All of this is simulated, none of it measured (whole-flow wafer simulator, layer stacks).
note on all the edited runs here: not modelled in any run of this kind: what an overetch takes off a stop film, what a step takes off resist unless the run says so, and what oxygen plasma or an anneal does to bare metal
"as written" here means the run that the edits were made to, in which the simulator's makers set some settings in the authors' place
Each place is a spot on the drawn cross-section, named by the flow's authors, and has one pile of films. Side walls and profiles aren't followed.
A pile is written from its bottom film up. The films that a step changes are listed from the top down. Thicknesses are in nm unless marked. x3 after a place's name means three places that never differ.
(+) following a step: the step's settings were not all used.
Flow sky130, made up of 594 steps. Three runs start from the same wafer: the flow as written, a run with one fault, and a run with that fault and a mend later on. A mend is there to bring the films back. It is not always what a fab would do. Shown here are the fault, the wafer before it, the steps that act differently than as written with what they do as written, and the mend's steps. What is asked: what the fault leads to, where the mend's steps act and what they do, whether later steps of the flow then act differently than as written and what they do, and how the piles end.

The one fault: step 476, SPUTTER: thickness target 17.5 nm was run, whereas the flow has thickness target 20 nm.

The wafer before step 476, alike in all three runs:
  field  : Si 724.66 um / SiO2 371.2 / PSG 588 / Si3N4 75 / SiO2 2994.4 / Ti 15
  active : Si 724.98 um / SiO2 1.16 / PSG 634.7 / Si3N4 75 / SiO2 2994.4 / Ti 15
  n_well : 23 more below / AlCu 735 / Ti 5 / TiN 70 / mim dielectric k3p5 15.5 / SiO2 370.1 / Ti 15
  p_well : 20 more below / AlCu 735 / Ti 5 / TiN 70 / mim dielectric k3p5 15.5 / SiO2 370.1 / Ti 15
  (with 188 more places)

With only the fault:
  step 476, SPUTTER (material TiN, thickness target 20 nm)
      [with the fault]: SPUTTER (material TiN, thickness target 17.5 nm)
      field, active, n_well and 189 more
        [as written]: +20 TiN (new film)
        [with the fault]: +17.5 TiN (new film)
  Steps further on in the flow that do not act as written (1 other step is not shown; it differs only slightly, by no more than 2% or 0.5 nm, whichever is larger):
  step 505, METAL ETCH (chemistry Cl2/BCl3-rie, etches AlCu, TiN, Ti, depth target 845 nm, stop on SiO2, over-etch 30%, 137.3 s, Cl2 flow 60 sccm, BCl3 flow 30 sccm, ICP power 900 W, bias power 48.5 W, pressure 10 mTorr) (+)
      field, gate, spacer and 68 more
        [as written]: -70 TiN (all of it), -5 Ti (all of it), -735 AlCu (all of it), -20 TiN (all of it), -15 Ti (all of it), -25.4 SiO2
        [with the fault]: -70 TiN (all of it), -5 Ti (all of it), -735 AlCu (all of it), -17.5 TiN (all of it), -15 Ti (all of it), -25.6 SiO2
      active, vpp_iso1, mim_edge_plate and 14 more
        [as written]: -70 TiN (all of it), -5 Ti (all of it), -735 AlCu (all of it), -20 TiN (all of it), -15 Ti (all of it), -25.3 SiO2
        [with the fault]: -70 TiN (all of it), -5 Ti (all of it), -735 AlCu (all of it), -17.5 TiN (all of it), -15 Ti (all of it), -25.6 SiO2
  The piles end different from the flow's at n_well, p_well, gate_hv and 102 more by more than 2% or 0.5 nm, whichever is larger.
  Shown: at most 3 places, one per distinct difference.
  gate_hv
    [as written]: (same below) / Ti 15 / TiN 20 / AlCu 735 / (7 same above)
    [with the fault]: (same below) / Ti 15 / TiN 17.5 / AlCu 735 / (7 same above)
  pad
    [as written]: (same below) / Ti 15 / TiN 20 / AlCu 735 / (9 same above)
    [with the fault]: (same below) / Ti 15 / TiN 17.5 / AlCu 735 / (9 same above)
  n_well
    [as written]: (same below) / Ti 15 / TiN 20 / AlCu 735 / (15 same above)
    [with the fault]: (same below) / Ti 15 / TiN 17.5 / AlCu 735 / (15 same above)

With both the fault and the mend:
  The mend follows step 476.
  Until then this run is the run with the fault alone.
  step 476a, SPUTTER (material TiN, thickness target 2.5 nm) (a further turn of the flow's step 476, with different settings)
      field, active, n_well and 189 more
        +2.5 TiN
  Every later step of the flow that is run acts as written at every place that is followed.
  By the end, the piles equal the flow's at every place that both follow.
